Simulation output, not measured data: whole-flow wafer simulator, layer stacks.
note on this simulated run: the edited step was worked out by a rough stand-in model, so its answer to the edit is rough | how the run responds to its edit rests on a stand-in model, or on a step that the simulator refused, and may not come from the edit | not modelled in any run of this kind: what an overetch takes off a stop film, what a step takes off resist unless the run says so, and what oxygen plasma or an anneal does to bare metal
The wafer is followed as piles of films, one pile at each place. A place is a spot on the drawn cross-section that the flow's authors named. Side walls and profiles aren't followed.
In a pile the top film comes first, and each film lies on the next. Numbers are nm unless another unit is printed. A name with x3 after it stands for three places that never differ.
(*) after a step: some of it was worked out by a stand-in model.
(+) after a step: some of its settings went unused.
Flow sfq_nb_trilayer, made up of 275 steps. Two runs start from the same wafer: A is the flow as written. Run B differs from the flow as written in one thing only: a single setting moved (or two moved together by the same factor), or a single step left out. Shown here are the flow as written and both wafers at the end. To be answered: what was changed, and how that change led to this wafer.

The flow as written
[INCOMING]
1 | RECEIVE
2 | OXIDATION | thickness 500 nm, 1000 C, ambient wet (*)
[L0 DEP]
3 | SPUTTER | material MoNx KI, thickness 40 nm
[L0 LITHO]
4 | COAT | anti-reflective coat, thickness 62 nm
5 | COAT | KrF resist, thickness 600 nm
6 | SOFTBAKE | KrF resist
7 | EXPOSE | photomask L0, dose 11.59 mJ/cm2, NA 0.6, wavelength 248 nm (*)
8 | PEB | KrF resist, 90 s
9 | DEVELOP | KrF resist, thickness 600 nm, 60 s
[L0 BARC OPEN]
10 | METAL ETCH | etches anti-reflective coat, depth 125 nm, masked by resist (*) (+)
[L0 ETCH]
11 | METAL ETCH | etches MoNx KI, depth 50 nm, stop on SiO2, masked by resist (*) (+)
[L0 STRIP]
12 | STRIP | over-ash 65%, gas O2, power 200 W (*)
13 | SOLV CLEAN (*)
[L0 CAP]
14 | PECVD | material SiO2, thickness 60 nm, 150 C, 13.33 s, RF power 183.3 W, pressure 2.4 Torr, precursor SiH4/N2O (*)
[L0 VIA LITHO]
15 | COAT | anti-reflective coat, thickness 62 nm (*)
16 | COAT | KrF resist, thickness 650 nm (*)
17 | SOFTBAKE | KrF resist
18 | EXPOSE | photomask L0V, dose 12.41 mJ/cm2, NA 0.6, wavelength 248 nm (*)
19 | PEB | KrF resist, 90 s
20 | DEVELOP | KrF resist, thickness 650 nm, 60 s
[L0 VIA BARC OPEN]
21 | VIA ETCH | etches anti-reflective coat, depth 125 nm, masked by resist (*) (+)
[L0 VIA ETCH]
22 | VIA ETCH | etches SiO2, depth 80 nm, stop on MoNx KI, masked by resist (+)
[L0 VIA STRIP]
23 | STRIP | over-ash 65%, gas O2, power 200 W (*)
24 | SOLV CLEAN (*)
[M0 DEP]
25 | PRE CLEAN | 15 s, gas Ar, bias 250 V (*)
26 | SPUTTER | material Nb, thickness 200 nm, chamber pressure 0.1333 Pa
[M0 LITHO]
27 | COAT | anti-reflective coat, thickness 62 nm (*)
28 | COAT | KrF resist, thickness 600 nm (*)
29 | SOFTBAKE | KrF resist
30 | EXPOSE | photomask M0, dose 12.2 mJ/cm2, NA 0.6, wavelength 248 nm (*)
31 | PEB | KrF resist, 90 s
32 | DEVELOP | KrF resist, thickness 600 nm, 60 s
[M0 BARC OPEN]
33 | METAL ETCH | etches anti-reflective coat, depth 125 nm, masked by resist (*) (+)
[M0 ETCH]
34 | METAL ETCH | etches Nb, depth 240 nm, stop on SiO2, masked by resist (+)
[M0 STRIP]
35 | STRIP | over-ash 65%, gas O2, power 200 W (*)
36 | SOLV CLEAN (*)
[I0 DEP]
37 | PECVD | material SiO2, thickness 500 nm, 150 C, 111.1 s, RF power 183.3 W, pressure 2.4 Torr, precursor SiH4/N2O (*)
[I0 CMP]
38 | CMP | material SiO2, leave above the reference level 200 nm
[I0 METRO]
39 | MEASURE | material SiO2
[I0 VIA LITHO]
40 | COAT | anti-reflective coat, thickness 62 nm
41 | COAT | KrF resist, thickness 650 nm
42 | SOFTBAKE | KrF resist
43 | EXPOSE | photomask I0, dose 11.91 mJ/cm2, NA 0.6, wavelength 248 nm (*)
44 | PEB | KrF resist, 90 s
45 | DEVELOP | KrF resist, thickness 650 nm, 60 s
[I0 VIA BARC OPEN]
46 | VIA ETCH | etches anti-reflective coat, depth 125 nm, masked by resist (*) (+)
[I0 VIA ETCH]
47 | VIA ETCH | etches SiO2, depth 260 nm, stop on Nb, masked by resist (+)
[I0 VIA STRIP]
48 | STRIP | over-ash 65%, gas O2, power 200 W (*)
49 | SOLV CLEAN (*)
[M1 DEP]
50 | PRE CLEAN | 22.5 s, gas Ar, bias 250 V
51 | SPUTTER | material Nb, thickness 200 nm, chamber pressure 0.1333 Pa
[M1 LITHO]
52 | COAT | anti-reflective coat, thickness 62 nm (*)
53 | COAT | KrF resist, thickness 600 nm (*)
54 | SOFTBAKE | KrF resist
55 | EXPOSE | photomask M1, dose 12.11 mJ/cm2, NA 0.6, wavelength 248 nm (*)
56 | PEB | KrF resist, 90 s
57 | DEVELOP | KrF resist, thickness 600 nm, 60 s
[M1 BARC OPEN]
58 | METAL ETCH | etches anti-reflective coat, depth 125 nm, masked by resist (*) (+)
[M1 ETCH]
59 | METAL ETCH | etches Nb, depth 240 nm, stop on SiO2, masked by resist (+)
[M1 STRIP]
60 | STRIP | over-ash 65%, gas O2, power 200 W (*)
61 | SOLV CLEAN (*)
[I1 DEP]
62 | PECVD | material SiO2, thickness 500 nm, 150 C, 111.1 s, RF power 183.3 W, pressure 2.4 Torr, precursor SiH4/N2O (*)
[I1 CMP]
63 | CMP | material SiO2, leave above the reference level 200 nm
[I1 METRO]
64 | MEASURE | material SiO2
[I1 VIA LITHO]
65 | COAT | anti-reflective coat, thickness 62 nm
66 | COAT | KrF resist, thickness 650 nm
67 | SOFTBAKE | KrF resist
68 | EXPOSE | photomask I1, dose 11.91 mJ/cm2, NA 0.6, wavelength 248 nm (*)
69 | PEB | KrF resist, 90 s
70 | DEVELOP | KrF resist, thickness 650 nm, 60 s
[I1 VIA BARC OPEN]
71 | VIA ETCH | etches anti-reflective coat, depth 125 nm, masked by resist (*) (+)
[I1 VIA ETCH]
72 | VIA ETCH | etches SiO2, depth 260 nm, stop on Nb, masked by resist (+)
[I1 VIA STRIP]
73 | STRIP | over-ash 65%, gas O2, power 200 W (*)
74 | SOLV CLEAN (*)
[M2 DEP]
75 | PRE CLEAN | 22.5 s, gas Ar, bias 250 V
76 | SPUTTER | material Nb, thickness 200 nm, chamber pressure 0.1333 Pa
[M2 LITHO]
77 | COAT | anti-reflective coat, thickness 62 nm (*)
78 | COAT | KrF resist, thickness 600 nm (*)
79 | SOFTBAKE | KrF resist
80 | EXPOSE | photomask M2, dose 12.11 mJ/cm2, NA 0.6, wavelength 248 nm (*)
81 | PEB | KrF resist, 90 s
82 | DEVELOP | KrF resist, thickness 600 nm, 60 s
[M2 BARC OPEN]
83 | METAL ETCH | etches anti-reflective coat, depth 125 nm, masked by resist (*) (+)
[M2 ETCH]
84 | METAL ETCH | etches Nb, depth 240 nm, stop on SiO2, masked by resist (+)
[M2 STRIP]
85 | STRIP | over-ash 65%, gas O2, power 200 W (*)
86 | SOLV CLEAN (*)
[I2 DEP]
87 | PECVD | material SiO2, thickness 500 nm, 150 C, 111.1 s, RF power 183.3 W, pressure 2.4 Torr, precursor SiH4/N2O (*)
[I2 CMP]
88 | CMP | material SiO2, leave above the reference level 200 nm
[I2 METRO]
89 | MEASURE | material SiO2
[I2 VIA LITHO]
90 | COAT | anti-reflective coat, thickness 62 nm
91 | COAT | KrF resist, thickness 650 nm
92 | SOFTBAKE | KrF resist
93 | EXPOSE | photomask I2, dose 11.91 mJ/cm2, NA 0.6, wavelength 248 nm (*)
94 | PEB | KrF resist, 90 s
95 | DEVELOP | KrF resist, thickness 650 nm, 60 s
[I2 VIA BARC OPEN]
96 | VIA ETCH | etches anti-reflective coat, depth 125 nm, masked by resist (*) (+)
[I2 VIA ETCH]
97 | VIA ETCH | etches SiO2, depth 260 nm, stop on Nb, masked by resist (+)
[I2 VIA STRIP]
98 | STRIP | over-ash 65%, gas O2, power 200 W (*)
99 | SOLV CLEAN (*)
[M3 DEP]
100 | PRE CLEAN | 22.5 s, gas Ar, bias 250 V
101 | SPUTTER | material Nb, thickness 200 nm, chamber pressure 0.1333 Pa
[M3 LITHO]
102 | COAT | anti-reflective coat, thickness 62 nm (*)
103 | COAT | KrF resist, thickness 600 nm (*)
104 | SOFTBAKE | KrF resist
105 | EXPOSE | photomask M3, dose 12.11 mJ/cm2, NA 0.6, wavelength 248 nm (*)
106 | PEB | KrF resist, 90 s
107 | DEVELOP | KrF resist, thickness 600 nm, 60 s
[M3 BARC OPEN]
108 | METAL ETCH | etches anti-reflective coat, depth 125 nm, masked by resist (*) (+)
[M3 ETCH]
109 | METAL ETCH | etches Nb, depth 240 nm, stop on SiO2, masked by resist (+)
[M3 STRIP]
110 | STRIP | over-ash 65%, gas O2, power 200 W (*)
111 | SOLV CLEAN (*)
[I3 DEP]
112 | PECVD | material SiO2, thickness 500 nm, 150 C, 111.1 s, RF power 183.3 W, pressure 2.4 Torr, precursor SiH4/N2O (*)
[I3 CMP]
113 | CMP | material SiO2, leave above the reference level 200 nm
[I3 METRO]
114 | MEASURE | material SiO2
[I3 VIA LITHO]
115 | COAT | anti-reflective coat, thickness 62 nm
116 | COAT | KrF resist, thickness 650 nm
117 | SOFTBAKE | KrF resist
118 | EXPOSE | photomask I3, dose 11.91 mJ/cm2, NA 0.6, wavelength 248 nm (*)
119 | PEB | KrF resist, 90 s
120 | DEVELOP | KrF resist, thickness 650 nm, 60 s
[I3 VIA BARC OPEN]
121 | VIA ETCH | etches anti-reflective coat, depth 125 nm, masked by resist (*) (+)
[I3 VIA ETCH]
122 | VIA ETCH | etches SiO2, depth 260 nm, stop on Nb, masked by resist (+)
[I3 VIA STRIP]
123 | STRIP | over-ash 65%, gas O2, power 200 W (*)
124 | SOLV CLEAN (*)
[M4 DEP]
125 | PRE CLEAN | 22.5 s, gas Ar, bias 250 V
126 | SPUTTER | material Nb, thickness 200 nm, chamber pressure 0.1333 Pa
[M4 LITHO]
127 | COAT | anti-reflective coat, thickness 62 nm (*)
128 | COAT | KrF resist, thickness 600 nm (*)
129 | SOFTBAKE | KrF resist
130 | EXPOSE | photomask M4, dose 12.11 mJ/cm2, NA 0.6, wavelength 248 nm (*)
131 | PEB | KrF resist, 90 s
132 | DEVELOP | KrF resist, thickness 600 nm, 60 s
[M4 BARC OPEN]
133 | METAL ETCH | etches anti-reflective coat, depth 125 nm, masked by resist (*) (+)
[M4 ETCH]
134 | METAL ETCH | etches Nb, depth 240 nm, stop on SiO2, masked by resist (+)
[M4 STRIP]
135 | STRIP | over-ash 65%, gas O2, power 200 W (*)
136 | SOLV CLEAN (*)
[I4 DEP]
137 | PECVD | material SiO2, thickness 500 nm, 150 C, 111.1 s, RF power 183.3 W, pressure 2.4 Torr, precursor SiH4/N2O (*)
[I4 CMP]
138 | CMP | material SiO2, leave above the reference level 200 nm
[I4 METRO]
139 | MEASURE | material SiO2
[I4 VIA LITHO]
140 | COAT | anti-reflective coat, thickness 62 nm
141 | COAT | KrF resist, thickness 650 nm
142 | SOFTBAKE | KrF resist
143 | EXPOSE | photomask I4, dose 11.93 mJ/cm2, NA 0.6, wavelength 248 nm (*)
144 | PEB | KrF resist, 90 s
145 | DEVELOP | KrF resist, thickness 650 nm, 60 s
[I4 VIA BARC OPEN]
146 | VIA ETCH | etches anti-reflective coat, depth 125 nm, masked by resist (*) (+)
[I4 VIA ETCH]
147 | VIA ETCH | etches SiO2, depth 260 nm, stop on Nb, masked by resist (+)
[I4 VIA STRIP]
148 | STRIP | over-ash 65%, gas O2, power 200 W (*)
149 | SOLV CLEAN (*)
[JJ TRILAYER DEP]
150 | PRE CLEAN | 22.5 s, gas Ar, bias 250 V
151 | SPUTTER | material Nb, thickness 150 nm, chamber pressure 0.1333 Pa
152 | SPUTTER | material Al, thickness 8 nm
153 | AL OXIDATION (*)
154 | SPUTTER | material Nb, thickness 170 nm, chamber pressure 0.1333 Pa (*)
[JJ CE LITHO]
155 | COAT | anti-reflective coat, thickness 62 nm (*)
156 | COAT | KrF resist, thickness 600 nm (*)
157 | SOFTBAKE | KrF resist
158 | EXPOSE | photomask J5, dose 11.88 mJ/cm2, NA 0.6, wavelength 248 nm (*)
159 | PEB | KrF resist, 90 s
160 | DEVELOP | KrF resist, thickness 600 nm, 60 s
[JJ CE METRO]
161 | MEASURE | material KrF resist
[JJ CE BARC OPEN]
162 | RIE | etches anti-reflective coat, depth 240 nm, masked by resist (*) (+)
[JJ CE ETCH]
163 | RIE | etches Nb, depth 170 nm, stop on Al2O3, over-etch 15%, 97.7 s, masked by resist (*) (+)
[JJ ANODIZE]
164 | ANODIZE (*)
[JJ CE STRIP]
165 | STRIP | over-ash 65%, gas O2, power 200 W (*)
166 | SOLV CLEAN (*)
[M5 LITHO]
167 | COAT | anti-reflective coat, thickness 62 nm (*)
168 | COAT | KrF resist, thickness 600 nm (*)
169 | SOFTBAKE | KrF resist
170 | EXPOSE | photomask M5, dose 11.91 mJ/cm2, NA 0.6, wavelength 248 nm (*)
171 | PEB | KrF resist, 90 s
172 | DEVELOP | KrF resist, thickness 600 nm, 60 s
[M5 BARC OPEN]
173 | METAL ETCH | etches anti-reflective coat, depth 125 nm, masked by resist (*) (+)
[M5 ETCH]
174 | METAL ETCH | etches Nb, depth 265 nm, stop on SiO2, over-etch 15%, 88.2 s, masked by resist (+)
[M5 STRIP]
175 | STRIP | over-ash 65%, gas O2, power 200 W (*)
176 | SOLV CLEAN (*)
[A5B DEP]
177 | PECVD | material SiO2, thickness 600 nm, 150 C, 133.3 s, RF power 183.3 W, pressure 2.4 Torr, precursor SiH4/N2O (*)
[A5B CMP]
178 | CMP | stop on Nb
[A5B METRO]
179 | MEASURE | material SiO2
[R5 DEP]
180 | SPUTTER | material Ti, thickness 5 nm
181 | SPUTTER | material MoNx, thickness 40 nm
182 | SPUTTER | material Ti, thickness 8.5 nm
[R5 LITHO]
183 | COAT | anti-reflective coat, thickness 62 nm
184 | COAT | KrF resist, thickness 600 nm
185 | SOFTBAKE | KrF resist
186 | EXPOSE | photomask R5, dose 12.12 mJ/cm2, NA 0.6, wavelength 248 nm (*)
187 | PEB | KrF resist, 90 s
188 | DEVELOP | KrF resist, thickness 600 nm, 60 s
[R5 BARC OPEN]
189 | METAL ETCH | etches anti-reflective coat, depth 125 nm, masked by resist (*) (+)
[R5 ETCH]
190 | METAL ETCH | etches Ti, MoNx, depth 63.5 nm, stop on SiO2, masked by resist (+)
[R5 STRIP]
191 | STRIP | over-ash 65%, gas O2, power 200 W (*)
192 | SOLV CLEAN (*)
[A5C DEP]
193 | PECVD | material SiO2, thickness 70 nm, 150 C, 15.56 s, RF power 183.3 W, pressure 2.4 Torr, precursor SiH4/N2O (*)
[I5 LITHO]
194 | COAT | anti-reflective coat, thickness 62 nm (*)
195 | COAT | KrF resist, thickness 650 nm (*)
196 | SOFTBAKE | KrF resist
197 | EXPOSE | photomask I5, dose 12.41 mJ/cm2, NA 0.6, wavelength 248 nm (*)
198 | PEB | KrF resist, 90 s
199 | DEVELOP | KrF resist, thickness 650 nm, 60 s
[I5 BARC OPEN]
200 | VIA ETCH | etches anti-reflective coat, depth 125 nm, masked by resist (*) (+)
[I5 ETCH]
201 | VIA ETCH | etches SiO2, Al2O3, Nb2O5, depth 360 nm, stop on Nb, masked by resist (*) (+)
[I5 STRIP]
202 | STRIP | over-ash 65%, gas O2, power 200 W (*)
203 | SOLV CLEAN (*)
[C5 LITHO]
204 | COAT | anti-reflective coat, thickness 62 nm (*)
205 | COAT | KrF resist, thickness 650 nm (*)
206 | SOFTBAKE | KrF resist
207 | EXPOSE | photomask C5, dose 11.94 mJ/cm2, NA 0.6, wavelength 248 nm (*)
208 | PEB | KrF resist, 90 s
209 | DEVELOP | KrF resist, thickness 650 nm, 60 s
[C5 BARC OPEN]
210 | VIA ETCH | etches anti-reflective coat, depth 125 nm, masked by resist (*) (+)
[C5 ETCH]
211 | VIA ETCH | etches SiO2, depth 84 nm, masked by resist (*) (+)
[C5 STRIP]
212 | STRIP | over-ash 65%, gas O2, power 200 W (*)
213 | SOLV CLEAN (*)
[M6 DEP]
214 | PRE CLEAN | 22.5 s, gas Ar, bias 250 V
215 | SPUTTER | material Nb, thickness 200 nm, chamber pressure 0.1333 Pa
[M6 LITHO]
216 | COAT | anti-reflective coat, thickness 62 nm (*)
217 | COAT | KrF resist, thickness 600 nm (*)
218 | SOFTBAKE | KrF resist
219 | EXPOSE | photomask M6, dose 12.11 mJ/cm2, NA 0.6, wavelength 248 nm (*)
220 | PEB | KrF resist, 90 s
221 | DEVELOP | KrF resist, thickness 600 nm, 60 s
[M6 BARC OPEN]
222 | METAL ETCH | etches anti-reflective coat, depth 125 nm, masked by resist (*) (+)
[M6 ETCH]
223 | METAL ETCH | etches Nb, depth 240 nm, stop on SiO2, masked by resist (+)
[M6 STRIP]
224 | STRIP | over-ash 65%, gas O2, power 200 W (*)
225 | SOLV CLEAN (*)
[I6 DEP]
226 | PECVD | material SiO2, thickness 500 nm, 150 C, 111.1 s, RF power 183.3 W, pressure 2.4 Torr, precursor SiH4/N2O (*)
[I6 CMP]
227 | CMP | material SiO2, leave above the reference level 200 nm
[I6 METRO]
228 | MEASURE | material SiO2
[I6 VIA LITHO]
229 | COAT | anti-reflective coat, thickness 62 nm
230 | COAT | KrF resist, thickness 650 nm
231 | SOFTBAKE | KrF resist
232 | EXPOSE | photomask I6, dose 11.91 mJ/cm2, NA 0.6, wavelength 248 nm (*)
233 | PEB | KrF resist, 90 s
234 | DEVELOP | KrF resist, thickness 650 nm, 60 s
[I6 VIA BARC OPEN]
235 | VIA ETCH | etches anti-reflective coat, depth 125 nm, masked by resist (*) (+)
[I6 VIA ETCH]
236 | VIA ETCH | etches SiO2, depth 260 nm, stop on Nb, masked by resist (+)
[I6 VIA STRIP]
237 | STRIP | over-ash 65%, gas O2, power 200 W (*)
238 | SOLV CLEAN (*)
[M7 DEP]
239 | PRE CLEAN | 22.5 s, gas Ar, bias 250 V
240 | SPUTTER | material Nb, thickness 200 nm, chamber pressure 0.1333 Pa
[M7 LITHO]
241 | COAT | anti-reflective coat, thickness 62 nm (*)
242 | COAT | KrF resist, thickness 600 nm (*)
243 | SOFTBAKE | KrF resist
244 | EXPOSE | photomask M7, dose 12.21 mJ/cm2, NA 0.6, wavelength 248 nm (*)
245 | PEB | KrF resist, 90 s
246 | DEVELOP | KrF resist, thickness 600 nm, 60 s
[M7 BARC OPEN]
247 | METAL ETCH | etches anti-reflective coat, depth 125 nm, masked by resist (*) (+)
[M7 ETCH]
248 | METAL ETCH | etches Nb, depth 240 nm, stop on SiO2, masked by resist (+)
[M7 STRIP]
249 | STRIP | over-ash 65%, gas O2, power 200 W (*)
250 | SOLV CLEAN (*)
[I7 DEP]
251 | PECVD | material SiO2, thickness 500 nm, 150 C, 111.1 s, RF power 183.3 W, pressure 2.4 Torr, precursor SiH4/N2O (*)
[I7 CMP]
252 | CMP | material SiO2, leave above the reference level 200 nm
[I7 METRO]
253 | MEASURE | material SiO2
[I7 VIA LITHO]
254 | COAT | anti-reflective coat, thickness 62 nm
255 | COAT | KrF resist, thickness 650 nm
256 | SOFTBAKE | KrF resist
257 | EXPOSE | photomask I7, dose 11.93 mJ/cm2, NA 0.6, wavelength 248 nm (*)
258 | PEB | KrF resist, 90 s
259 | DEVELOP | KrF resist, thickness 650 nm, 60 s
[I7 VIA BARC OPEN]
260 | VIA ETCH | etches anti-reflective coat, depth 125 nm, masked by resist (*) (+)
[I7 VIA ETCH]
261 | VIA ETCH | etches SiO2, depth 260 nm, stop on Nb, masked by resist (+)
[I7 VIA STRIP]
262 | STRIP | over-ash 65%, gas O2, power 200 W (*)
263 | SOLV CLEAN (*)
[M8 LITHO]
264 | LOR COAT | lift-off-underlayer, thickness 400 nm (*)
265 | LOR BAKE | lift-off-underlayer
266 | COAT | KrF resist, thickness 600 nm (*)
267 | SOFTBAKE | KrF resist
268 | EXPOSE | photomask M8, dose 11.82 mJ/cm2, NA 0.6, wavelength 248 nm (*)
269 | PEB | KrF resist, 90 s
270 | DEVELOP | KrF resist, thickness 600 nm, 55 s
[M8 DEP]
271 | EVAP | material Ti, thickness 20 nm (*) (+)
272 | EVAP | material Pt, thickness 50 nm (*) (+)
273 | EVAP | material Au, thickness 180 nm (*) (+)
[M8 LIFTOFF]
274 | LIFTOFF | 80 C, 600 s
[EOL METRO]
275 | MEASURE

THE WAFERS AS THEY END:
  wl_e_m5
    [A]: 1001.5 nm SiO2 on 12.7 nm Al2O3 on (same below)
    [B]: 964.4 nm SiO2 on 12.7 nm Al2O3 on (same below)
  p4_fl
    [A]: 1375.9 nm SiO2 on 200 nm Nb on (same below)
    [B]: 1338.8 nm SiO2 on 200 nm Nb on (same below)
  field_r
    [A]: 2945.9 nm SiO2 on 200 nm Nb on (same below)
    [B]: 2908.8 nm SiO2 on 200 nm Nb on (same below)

Cause: step 193, PECVD: thickness 32.9 nm was run, though the flow has thickness 70 nm; step 193, PECVD: 7.311 s was run, where the flow has 15.56 s.

How this came from the change, step by step:
  193 | PECVD | material SiO2, thickness 70 nm, 150 C, 15.56 s, RF power 183.3 W, pressure 2.4 Torr, precursor SiH4/N2O (*)
      field_l, v_sur, via_wl and 92 more: A SiO2 gains 70 | B SiO2 gains 32.9
      ce_l, c5j, ce_r and 8 more: A SiO2 gains 70 (new film) | B SiO2 gains 32.9 (new film)
  201 | VIA ETCH | etches SiO2, Al2O3, Nb2O5, depth 360 nm, stop on Nb, masked by resist (*) (+)
      be: A SiO2 loses 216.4 (all of it), Al2O3 loses 12.7 (all of it), Nb2O5 loses 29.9 (all of it) | B SiO2 loses 179.3 (all of it), Al2O3 loses 12.7 (all of it), Nb2O5 loses 29.9 (all of it)
  204 | COAT | anti-reflective coat, thickness 62 nm (*)
      wire: A anti-reflective coat gains 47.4 (new film) | B anti-reflective coat gains 48.7 (new film)
      be: A anti-reflective coat gains 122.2 (new film) | B anti-reflective coat gains 116.5 (new film)
      (and at 1 other place as well)
  205 | COAT | KrF resist, thickness 650 nm (*)
      be: A KrF resist gains 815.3 (new film) | B KrF resist gains 788.9 (new film)
  211 | VIA ETCH | etches SiO2, depth 84 nm, masked by resist (*) (+)
      field_l, v_sur, via_wl and 101 more: A KrF resist loses 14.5 | B KrF resist loses 8.47
      c5j: A SiO2 loses 69.9 (all of it), Nb loses 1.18 | B SiO2 loses 32.8 (all of it), Nb loses 1.36
      (and at 1 other place as well)
  212 | STRIP | over-ash 65%, gas O2, power 200 W (*)
      wire: A KrF resist loses 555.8 (all of it), anti-reflective coat loses 47.4 (all of it) | B KrF resist loses 563.7 (all of it), anti-reflective coat loses 48.7 (all of it)
      be: A KrF resist loses 728.2 (all of it), anti-reflective coat loses 122.2 (all of it) | B KrF resist loses 707.8 (all of it), anti-reflective coat loses 116.5 (all of it)
      (and at 1 other place as well)
  215 | SPUTTER | material Nb, thickness 200 nm, chamber pressure 0.1333 Pa
      be: A Nb gains 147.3 | B Nb gains 155.9
      c5j: A Nb gains 188.4 | B Nb gains 197.5
      (and at 1 other place as well)
  216 | COAT | anti-reflective coat, thickness 62 nm (*)
      wire: A anti-reflective coat gains 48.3 (new film) | B anti-reflective coat gains 49.4 (new film)
      be: A anti-reflective coat gains 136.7 (new film) | B anti-reflective coat gains 129.8 (new film)
      (and at 9 other places as well)
  217 | COAT | KrF resist, thickness 600 nm (*)
      be: A KrF resist gains 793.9 (new film) | B KrF resist gains 762.2 (new film)
      c5j: A KrF resist gains 636 (new film) | B KrF resist gains 621 (new film)
      (and at 1 other place as well)
  224 | STRIP | over-ash 65%, gas O2, power 200 W (*)
      wire: A KrF resist loses 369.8 (all of it), anti-reflective coat loses 48.3 (all of it) | B KrF resist loses 373 (all of it), anti-reflective coat loses 49.4 (all of it)
      be: A KrF resist loses 575.8 (all of it), anti-reflective coat loses 136.7 (all of it) | B KrF resist loses 544.1 (all of it), anti-reflective coat loses 129.8 (all of it)
      (and at 9 other places as well)
  226 | PECVD | material SiO2, thickness 500 nm, 150 C, 111.1 s, RF power 183.3 W, pressure 2.4 Torr, precursor SiH4/N2O (*)
      be: A SiO2 gains 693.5 (new film) | B SiO2 gains 647.9 (new film)
      c5j: A SiO2 gains 514.7 (new film) | B SiO2 gains 500 (new film)
  227 | CMP | material SiO2, leave above the reference level 200 nm
      c5j: A SiO2 loses 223 | B SiO2 loses 254.3
      res: A SiO2 loses 279.4 | B SiO2 loses 323.6
